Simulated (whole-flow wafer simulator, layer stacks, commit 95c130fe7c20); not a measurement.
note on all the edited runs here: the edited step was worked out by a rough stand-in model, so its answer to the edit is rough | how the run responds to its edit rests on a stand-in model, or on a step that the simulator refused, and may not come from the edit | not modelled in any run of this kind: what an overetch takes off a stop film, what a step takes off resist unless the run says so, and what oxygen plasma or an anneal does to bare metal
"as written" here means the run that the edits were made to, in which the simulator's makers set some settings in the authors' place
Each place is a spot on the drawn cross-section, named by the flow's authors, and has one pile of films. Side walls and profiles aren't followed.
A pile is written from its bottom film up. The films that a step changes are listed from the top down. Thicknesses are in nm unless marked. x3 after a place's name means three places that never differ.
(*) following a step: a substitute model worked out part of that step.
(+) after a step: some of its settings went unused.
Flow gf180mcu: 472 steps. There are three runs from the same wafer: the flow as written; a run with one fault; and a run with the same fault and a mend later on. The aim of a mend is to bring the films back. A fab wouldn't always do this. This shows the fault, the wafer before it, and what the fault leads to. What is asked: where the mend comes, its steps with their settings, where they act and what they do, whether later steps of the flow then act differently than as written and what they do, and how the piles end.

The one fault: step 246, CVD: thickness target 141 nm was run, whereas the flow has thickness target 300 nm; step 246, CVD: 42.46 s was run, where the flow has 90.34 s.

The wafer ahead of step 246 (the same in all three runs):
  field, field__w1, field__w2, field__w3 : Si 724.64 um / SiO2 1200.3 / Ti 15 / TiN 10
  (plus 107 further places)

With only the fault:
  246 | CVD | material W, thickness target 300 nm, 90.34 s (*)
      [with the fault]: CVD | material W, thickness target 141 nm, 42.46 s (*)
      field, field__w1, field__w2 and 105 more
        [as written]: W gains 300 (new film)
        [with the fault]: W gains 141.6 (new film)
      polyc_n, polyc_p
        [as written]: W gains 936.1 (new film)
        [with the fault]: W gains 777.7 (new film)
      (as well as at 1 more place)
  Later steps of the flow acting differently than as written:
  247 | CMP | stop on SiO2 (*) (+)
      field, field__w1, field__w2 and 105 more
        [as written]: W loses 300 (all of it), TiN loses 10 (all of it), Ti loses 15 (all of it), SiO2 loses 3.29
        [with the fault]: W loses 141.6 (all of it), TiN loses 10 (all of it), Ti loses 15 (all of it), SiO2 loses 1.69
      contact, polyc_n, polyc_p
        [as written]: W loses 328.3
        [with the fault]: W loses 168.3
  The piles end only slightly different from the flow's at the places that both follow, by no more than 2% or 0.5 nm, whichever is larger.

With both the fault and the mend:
  After step 246 comes the mend.
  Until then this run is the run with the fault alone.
  246a | CVD | material W, thickness target 159 nm, 47.88 s (the flow's step 246, run once more with other settings)
      field, field__w1, field__w2 and 108 more
        W gains 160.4
  Every later step of the flow that is run acts as written, at every place that is followed, to within 2% or 0.5 nm, whichever is larger.
  The piles end only slightly different from the flow's at the places that both follow, by no more than 2% or 0.5 nm, whichever is larger.
